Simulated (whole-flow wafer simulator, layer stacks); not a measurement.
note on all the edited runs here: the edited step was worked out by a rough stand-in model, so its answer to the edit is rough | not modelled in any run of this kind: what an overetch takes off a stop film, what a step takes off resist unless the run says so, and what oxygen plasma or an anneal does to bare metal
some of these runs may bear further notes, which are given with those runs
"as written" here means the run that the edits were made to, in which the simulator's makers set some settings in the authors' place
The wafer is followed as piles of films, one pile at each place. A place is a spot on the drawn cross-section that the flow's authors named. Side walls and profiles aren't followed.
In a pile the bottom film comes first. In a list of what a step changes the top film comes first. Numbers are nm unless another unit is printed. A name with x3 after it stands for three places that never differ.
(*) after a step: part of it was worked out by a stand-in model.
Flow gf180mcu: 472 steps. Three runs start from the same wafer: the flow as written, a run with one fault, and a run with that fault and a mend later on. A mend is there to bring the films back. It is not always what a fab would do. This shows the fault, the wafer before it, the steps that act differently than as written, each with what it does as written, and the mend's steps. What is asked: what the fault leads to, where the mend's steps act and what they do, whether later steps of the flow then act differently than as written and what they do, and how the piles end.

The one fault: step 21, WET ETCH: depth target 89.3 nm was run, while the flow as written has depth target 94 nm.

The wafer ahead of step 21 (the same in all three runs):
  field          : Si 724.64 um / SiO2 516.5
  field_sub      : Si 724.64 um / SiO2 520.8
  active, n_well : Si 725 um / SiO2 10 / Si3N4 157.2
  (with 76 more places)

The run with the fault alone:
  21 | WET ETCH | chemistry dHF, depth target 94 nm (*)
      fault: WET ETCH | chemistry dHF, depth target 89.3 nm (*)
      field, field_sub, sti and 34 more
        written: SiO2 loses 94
        fault: SiO2 loses 89.3
  Steps further on in the flow that do not act as written (not shown: 95 more steps that differ only slightly, by at most 2% or 0.5 nm, whichever is larger):
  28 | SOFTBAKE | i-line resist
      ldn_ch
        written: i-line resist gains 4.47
        fault: i-line resist gains 4.98
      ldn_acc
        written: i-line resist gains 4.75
        fault: i-line resist gains 5.3
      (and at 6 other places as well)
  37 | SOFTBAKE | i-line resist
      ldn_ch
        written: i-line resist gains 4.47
        fault: i-line resist gains 4.98
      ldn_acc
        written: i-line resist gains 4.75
        fault: i-line resist gains 5.3
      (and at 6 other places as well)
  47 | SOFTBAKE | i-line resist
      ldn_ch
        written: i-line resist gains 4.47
        fault: i-line resist gains 4.98
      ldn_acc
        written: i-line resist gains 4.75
        fault: i-line resist gains 5.3
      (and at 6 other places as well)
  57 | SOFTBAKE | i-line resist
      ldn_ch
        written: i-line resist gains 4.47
        fault: i-line resist gains 4.98
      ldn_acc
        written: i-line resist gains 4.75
        fault: i-line resist gains 5.3
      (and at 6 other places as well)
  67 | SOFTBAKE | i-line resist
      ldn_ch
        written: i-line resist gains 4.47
        fault: i-line resist gains 4.98
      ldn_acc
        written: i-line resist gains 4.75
        fault: i-line resist gains 5.3
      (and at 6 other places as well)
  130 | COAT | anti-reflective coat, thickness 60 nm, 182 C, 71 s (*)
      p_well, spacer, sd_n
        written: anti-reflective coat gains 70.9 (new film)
        fault: anti-reflective coat gains 75.4 (new film)
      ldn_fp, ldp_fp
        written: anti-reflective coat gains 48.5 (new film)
        fault: anti-reflective coat gains 46.2 (new film)
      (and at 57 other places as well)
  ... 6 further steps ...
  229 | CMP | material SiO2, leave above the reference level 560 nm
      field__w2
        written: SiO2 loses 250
        fault: SiO2 loses 255.7
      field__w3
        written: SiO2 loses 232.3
        fault: SiO2 loses 237.9
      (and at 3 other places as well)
  At ld_sd_n, the piles at the end differ from the flow's by more than 2% or 0.5 nm, whichever is larger.
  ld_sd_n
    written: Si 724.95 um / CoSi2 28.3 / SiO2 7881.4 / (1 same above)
    fault: Si 724.95 um / CoSi2 27.7 / SiO2 7881.4 / (1 same above)

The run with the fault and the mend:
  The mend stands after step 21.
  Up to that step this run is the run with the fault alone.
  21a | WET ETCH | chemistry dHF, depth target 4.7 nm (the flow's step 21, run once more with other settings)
      field, field_sub, sti and 34 more
        SiO2 loses 4.7
  Every later step of the flow that is run acts as written, at every place that is followed, to within 2% or 0.5 nm, whichever is larger.
  By the end, the piles equal the flow's at every place that both follow.
